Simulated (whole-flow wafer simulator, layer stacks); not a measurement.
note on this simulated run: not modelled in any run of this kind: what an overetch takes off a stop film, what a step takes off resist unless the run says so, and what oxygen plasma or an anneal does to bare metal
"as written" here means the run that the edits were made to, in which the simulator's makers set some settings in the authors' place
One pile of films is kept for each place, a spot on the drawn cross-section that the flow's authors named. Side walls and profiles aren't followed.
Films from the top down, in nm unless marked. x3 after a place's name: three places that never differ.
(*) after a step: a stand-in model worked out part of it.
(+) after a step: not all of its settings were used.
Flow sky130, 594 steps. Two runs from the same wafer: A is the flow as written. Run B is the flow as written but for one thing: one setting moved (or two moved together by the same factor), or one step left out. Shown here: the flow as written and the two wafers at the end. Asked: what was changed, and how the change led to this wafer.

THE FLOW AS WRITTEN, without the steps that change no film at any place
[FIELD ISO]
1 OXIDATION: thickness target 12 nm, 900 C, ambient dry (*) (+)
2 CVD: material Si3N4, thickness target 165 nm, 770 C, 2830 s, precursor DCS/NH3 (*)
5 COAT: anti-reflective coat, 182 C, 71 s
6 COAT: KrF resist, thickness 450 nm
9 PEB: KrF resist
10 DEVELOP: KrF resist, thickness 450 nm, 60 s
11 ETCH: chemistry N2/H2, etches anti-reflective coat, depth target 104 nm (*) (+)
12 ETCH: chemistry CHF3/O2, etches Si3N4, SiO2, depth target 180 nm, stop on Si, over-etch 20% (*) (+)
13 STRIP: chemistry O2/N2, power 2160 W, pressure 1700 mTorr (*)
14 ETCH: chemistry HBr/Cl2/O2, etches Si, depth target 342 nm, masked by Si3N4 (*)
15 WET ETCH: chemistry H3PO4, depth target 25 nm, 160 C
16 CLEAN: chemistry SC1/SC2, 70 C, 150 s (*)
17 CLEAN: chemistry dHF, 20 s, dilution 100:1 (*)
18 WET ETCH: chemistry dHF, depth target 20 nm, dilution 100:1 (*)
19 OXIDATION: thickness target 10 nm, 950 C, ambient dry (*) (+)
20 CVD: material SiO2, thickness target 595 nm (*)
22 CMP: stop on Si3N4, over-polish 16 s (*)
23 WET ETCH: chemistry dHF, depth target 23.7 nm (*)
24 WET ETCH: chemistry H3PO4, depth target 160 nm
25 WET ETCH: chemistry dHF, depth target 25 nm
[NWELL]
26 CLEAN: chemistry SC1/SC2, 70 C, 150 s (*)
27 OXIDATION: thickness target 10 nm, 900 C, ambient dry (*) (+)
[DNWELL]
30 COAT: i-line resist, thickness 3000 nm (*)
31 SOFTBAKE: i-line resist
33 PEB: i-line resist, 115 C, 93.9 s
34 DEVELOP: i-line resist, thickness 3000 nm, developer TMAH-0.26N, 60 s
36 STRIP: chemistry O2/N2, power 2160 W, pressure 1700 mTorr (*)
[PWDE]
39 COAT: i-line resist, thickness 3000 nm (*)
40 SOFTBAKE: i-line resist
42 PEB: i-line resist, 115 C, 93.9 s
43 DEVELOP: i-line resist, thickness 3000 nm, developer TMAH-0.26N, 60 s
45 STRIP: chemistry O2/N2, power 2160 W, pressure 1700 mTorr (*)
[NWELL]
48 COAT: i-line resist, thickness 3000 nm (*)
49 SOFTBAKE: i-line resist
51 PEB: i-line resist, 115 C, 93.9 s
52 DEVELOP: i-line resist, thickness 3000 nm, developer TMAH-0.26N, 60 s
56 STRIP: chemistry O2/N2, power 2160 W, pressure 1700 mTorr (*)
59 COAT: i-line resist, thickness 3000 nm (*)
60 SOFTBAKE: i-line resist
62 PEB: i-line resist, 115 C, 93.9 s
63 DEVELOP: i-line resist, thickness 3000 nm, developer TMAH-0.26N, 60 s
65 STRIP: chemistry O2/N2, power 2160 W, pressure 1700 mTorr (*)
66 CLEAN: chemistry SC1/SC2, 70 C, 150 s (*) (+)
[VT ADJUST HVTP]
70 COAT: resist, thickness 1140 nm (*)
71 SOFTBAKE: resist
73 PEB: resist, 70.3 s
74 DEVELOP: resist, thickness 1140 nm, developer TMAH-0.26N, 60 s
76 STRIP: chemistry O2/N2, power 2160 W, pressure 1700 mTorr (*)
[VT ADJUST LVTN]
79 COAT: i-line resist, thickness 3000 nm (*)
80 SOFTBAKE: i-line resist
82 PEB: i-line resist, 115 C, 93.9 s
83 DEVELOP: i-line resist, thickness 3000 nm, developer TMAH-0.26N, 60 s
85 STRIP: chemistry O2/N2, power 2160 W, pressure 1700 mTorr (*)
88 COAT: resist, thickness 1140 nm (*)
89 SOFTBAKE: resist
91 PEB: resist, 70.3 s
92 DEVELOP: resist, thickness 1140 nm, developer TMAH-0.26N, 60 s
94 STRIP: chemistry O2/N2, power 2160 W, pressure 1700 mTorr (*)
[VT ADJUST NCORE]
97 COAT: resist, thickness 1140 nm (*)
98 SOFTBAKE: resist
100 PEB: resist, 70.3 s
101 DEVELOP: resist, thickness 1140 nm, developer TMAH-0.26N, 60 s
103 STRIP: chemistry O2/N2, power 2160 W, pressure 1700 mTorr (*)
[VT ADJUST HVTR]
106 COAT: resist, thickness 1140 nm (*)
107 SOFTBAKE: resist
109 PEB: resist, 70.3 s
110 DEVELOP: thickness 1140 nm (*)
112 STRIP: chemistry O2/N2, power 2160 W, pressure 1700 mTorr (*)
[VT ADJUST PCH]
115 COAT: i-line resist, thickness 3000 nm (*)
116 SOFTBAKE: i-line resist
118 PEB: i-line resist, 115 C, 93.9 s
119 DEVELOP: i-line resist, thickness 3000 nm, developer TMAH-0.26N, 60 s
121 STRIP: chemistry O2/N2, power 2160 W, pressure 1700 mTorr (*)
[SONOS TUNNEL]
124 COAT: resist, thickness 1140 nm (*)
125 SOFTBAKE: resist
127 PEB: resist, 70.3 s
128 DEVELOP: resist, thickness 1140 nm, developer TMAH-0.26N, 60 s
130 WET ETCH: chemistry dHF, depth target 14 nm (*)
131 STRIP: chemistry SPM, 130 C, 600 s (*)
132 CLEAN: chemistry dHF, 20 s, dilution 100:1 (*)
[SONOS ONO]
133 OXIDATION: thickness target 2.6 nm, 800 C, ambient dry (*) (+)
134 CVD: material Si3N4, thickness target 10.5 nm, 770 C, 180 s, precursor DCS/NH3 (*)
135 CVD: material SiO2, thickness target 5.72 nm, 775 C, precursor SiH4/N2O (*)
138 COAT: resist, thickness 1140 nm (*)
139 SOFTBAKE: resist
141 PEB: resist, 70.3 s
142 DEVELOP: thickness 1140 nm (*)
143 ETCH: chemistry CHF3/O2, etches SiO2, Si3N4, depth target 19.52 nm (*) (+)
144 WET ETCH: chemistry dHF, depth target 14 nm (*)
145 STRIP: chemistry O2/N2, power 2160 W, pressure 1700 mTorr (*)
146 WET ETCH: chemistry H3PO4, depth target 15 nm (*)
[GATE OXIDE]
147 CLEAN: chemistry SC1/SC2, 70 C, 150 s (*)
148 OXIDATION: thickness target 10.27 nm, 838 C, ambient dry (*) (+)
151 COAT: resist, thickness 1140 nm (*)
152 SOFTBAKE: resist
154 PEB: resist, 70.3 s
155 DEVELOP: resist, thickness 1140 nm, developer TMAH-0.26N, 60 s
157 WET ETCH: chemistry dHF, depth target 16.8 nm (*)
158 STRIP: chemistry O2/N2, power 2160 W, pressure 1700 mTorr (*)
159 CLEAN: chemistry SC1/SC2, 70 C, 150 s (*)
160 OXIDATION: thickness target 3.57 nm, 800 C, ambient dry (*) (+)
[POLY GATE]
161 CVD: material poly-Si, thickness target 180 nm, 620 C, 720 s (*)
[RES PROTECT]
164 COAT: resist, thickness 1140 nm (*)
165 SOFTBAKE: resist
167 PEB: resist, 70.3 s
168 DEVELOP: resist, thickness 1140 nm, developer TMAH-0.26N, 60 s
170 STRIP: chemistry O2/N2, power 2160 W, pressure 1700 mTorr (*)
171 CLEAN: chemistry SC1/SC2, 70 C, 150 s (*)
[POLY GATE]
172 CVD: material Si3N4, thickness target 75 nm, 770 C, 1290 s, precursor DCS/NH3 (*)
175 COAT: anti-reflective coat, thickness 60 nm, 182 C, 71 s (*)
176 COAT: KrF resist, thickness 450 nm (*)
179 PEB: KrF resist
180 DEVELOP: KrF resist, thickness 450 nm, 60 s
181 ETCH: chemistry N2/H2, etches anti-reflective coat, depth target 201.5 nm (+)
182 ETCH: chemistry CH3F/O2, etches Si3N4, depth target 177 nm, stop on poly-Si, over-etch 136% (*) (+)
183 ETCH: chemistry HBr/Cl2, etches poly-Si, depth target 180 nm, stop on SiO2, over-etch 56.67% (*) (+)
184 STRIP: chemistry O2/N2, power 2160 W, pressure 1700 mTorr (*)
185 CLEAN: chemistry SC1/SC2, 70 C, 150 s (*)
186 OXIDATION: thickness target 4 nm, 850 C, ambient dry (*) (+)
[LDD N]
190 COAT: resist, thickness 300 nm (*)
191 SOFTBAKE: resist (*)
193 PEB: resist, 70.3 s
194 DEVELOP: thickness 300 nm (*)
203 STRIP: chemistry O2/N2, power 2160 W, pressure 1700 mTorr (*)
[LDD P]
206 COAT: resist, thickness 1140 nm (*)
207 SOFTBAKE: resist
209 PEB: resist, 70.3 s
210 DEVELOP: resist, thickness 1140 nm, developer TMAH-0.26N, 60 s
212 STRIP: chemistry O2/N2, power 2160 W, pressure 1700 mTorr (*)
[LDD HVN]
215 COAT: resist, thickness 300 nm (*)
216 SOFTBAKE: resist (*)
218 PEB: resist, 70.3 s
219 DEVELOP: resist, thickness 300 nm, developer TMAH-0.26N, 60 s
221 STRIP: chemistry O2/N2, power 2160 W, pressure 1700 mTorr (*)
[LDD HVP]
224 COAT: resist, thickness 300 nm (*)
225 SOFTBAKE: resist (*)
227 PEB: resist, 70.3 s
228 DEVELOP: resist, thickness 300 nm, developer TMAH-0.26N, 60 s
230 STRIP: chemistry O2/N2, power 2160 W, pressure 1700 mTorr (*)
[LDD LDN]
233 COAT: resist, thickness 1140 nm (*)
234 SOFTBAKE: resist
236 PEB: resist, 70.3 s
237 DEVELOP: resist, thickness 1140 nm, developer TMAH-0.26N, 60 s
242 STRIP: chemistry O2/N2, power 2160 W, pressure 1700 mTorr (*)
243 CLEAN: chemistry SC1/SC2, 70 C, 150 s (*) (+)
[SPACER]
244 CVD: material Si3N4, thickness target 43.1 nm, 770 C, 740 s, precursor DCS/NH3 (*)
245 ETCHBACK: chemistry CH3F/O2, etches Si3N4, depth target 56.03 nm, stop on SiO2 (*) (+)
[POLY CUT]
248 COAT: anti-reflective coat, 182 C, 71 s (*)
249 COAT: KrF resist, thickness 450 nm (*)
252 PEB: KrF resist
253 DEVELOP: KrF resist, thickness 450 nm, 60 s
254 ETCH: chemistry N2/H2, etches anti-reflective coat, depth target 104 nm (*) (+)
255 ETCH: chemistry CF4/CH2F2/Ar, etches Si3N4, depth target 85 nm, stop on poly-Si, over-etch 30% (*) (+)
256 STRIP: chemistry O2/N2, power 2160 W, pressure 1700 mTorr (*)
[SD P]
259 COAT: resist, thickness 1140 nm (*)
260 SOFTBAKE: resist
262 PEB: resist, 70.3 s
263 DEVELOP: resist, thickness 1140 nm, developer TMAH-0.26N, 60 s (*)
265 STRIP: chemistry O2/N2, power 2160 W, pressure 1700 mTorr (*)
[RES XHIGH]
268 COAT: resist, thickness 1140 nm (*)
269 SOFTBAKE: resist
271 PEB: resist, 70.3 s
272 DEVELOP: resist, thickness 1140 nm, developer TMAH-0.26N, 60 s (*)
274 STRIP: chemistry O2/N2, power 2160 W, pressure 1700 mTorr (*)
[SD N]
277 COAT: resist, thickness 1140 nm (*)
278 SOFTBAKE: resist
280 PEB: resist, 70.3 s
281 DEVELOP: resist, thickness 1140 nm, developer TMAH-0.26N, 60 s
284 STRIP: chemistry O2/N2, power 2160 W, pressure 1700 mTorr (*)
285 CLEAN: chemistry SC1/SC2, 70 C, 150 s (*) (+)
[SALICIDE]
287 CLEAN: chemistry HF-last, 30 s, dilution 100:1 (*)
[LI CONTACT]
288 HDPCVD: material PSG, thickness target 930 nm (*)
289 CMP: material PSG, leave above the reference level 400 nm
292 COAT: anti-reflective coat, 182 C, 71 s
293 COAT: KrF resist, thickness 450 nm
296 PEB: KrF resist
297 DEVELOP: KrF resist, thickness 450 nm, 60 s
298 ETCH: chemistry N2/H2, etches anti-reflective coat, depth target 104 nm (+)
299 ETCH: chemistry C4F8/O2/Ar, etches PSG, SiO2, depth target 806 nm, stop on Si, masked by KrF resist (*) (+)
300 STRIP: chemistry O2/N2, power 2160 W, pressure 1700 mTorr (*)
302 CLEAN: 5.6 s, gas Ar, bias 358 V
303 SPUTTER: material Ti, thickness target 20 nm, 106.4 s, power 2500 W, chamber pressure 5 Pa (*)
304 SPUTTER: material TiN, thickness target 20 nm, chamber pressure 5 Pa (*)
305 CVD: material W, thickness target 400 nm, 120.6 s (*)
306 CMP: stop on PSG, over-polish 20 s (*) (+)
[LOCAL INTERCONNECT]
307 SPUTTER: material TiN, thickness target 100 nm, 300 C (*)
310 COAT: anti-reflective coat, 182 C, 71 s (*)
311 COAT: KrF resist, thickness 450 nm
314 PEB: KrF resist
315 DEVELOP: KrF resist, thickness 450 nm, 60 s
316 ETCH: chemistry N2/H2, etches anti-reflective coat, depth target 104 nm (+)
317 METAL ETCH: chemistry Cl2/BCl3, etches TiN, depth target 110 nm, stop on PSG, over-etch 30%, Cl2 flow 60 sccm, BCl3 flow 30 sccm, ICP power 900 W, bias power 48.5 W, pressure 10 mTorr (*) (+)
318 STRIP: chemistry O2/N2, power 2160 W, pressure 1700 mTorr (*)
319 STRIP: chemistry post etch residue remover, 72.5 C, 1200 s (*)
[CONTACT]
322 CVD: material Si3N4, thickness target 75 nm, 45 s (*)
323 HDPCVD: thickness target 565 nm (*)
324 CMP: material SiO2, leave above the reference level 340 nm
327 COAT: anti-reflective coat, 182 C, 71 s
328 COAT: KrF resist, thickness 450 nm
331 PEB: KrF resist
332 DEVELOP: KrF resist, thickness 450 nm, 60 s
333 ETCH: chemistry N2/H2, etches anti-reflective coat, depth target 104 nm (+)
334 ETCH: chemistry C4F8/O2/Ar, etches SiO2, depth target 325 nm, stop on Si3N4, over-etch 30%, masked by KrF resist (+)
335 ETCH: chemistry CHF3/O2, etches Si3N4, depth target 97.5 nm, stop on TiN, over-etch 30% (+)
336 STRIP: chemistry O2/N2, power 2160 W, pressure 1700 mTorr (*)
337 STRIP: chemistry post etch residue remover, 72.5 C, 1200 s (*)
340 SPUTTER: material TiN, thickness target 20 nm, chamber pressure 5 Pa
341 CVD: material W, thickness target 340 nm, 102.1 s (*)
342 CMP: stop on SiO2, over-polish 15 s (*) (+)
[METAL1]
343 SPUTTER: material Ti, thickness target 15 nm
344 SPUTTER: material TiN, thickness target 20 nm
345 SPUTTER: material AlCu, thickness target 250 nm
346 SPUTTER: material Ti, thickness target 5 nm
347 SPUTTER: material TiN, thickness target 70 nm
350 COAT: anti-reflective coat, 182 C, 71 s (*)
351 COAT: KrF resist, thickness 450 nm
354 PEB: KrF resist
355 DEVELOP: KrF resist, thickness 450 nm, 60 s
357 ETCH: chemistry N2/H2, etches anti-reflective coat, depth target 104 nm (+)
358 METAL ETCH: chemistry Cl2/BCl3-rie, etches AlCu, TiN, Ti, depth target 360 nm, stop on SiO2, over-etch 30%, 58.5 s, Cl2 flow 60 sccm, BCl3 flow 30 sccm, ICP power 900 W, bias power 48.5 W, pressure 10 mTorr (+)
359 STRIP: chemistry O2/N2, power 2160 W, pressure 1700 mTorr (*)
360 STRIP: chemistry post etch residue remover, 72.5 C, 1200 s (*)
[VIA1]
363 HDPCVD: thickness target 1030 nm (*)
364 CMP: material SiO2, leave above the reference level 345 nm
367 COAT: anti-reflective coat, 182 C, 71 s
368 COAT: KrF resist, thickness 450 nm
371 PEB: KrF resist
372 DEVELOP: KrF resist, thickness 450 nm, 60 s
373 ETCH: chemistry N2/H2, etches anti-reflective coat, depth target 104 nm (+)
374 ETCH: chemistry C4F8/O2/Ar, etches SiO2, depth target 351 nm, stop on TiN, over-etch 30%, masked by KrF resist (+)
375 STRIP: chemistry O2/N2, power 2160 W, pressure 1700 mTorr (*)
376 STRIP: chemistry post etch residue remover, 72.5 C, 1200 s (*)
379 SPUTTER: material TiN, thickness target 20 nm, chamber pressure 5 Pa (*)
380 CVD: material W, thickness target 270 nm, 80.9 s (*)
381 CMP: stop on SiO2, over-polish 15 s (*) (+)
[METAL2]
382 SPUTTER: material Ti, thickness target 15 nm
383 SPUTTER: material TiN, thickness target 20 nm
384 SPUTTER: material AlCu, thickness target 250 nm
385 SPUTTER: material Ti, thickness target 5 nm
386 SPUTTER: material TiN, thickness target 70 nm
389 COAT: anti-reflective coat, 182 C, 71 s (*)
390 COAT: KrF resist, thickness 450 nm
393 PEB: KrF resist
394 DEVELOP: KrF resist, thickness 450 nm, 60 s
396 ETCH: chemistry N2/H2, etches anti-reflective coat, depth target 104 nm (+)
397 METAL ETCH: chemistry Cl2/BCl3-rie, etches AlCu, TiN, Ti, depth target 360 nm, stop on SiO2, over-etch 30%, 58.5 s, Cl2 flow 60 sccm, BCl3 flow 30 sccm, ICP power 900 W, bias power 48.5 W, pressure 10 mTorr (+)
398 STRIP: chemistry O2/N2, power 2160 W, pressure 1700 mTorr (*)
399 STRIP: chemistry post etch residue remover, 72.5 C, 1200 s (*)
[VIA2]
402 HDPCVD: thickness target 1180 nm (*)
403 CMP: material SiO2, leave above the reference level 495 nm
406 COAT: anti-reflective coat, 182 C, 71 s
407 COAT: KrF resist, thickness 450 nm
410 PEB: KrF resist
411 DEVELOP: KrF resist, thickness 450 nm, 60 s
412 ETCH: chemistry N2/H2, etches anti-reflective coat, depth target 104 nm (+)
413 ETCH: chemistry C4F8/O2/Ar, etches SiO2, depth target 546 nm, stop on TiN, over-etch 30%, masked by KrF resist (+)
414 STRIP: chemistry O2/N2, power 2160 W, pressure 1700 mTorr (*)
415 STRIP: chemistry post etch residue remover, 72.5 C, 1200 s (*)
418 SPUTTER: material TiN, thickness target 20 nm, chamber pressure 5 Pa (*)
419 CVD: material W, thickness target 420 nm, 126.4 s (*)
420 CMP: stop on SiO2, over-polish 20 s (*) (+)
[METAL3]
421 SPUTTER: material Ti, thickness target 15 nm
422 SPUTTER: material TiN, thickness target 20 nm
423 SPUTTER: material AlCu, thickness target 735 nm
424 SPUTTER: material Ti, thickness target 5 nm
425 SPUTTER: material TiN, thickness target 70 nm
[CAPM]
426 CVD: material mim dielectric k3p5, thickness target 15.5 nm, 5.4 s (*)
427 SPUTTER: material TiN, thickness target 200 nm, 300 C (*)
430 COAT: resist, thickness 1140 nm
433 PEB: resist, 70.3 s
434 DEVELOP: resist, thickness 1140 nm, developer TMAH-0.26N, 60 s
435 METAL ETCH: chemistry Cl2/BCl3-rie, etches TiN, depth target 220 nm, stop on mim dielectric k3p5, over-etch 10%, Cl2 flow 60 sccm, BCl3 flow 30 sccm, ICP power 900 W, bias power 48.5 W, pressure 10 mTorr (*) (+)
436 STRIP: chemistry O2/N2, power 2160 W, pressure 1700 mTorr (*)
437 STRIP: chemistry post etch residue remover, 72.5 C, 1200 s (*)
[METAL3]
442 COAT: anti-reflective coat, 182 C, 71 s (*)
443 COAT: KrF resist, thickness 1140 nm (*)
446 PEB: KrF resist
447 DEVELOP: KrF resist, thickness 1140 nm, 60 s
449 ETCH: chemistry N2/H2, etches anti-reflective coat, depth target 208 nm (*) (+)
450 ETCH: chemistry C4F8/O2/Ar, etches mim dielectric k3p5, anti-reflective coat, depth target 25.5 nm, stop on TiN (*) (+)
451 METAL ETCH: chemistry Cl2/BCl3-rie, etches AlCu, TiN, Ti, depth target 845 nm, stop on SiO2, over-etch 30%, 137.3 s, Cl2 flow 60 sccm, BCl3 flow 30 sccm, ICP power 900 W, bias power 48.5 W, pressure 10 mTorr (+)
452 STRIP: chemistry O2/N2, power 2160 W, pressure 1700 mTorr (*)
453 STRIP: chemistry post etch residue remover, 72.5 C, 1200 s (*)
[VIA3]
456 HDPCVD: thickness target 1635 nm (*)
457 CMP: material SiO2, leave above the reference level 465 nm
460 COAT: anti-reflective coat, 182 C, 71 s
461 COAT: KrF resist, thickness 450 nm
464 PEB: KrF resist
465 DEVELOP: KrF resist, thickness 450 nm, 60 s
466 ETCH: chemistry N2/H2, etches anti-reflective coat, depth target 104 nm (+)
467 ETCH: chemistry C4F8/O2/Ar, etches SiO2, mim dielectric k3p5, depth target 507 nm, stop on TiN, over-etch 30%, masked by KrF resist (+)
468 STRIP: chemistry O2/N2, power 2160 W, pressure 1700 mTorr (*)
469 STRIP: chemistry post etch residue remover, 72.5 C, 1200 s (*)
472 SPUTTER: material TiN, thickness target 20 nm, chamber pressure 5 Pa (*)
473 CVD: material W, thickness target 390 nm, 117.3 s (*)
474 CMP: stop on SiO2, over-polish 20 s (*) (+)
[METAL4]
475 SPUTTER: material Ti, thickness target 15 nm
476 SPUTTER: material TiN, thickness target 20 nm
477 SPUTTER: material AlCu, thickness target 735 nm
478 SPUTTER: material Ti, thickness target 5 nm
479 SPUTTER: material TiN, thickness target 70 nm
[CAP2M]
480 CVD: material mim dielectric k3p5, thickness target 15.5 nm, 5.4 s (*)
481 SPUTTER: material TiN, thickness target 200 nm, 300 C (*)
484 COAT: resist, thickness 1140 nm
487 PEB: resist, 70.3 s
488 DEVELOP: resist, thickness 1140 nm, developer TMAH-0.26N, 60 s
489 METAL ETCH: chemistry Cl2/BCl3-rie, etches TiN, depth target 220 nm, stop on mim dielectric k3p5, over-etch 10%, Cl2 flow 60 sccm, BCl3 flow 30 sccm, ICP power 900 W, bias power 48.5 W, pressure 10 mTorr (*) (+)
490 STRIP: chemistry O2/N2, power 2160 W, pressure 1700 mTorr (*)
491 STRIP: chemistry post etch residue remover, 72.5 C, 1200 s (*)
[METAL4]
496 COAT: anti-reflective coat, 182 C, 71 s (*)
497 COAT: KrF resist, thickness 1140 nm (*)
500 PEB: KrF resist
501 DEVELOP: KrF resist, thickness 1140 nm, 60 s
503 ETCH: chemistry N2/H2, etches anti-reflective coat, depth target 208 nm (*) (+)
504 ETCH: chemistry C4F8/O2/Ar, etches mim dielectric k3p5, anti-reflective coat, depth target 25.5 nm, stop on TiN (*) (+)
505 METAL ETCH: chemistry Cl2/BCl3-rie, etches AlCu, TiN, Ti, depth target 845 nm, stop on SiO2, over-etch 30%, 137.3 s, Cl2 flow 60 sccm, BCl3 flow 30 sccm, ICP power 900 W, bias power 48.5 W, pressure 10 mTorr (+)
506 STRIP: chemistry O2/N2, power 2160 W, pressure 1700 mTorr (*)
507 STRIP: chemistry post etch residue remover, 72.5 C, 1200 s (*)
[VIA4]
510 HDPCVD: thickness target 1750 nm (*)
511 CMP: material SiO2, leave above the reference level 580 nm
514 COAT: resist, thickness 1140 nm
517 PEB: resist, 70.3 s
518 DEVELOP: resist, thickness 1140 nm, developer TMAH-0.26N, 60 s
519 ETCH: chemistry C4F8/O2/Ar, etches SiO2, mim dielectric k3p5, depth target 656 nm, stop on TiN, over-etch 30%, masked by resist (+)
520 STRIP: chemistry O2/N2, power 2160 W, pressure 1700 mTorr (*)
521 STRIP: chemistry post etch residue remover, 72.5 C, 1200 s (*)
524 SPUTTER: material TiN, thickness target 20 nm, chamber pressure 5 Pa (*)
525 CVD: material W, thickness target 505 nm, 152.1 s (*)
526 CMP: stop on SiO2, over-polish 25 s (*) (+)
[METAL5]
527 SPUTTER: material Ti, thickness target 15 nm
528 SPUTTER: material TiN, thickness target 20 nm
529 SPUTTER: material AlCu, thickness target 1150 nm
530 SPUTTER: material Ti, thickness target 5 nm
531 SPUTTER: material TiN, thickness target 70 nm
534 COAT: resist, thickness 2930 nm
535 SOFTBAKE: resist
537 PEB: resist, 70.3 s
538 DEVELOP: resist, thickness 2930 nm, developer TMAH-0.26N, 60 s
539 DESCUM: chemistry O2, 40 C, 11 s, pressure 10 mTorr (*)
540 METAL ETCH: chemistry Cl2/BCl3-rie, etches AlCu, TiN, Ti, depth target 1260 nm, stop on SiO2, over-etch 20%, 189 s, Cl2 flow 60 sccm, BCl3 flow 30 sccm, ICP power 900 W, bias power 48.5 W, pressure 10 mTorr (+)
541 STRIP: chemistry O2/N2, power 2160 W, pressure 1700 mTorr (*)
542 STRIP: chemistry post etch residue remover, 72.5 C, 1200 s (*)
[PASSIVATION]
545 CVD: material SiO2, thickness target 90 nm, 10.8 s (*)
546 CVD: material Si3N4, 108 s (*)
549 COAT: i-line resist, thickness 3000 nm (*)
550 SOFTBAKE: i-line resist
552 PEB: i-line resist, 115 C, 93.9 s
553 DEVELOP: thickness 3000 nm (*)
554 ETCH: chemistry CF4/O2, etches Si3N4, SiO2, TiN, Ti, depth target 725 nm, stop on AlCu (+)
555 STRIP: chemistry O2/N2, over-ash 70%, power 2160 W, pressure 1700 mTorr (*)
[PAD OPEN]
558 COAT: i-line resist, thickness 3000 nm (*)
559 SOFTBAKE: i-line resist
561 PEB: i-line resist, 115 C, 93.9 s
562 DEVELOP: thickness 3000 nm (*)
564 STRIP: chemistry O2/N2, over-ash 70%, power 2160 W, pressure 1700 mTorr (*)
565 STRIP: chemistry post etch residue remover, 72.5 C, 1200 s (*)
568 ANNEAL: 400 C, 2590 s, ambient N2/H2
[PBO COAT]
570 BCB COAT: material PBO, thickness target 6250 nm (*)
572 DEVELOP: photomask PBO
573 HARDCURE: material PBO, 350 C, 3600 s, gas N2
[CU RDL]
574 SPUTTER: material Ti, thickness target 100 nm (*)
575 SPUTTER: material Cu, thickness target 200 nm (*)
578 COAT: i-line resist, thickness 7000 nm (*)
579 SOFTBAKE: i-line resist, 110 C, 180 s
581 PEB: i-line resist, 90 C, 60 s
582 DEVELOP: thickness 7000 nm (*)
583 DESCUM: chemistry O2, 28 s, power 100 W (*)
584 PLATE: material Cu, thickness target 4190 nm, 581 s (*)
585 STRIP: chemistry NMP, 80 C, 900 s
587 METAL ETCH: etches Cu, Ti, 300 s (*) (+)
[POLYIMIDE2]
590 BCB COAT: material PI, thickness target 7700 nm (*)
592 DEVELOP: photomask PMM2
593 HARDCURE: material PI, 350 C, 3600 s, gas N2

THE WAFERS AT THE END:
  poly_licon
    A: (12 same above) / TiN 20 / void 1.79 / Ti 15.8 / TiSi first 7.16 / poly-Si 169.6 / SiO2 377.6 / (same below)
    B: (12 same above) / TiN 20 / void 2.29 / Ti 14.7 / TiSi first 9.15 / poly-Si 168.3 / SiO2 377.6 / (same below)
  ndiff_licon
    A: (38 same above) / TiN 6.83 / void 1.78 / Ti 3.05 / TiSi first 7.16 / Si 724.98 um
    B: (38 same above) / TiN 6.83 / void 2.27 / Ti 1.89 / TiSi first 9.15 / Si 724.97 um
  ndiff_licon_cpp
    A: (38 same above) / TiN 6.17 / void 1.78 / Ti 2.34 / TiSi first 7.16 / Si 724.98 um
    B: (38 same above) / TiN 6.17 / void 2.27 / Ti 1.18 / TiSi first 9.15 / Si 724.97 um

The cause: step 573, HARDCURE: 394 C was run, where the flow has 350 C.

How the change led to this, step by step:
  573 HARDCURE: material PBO, 350 C, 3600 s, gas N2
      poly_licon, rpo_hd_licon: A PBO -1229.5, void +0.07, Ti -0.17, TiSi first +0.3, poly-Si -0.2 | B PBO -1229.5, void +0.59, Ti -1.37, TiSi first +2.35, poly-Si -1.56
      ndiff_licon: A PBO -1235.4, void +0.07, Ti -0.17, TiSi first +0.3, Si -0.2 | B PBO -1235.4, void +0.58, Ti -1.37, TiSi first +2.35, Si -1.56
      (and at 1 more place)
